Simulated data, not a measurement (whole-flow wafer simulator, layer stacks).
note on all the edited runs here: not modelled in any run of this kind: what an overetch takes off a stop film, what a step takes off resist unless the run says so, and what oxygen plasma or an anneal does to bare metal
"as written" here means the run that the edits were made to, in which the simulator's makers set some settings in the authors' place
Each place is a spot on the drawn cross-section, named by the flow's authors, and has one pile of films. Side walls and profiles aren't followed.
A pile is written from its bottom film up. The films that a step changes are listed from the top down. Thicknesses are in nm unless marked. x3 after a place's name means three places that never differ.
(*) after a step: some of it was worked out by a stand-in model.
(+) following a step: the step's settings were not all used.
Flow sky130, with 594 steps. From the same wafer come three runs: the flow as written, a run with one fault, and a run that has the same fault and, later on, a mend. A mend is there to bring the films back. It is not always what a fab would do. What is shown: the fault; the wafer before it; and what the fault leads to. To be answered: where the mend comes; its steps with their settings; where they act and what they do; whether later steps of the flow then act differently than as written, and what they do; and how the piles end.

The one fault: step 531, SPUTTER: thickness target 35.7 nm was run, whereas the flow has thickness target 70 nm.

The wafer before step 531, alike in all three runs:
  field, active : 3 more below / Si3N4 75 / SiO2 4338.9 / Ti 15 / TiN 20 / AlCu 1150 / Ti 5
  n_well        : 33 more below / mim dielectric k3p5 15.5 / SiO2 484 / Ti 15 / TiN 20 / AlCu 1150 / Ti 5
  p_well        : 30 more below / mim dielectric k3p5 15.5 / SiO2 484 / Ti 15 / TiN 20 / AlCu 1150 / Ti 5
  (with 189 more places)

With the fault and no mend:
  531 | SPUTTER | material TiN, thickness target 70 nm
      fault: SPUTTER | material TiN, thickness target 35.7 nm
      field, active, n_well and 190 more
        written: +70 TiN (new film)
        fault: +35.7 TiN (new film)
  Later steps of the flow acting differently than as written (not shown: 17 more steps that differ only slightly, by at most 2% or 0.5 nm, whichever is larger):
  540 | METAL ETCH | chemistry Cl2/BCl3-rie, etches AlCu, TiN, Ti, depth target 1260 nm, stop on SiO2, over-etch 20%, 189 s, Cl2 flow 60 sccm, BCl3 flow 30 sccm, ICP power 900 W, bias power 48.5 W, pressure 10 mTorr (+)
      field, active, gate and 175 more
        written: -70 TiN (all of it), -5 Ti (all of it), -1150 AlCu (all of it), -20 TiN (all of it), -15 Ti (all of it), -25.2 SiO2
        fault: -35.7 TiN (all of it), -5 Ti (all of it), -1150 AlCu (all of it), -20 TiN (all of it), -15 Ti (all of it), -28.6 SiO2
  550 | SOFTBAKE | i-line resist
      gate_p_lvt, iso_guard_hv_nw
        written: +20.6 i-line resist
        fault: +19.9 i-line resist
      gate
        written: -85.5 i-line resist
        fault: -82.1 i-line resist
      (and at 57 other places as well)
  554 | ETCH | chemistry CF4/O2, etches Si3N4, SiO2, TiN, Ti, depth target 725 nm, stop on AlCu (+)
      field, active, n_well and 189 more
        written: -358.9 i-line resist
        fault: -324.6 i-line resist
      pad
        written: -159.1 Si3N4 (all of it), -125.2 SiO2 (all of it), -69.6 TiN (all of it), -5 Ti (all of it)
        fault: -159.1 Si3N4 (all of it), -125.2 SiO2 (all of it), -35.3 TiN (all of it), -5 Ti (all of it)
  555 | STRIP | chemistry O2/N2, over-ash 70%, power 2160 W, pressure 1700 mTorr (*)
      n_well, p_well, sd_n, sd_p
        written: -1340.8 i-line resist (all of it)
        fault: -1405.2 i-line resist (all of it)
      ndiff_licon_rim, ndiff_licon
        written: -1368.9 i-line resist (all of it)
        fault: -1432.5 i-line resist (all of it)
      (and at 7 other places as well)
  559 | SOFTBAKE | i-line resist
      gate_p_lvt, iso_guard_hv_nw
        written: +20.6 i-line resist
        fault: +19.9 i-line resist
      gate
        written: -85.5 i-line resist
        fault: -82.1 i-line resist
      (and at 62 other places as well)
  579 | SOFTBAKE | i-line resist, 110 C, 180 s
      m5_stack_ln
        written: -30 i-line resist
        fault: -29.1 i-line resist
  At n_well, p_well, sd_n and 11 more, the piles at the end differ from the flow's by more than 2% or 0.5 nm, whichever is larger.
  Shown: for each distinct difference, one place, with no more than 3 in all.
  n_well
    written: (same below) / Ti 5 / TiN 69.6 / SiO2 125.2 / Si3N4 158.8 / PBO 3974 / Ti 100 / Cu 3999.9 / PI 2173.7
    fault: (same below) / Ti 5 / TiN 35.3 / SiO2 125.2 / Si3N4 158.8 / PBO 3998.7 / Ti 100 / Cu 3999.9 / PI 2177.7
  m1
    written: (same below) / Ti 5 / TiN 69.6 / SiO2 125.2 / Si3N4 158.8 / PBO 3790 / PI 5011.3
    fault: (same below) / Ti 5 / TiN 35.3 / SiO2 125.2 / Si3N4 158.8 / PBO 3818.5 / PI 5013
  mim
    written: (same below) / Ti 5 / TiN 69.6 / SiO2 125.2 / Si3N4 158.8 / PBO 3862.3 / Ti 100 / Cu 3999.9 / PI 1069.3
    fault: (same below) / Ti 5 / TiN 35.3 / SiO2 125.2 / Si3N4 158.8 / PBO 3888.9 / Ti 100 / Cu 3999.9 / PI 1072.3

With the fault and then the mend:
  The mend follows step 538.
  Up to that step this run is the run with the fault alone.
  538a | STRIP | chemistry O2/N2, power 2160 W, pressure 1700 mTorr (*)
      n_well, p_well, sd_n and 9 more
        -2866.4 resist (all of it)
      m1, via4_hole
        -2868.5 resist (all of it)
      via4_enc
        -2866.3 resist (all of it)
  538b | SPUTTER | material TiN, thickness target 34.3 nm (a further turn of the flow's step 531, with different settings)
      field, active, n_well and 190 more
        +34.3 TiN
  538c | HMDS | 120 C, 60 s (a further turn of the flow's step 533)
      alters no film at any place that is followed
  538d | COAT | resist, thickness 2930 nm (a further turn of the flow's step 534)
      n_well, p_well, gate_hv and 172 more
        +2930 resist (new film)
      field, active, gate and 13 more
        +2929.9 resist (new film)
      m1, via4_hole
        +2932.1 resist (new film)
  538e | SOFTBAKE | resist (a further turn of the flow's step 535)
      field, active, gate, spacer, m1, sonos_cell, sonos_guard, sonos_guard_hv
        +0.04 resist
      nwell_res
        +0.03 resist
      pplus_nw
        +0.02 resist
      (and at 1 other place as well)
  538f | EXPOSE | photomask MM5, dose 309.9 mJ/cm2, NA 0.6, wavelength 365 nm (*) (a further turn of the flow's step 536)
      alters no film at any place that is followed
  538g | PEB | resist, 70.3 s (a further turn of the flow's step 537)
      field, active, n_well and 188 more
        -63.6 resist
      m1, via4_hole
        -63.7 resist
  538h | DEVELOP | resist, thickness 2930 nm, developer TMAH-0.26N, 60 s (a further turn of the flow's step 538)
      field, active, gate and 168 more
        -2866.4 resist (all of it)
      via1_hole, via1_enc, via2_hole, via2_enc, via3_hole, via3_enc, via_li1
        -2866.3 resist (all of it)
  Later steps of the flow that are run all act as written at every place that is followed.
  By the end, the piles equal the flow's at every place that both follow.
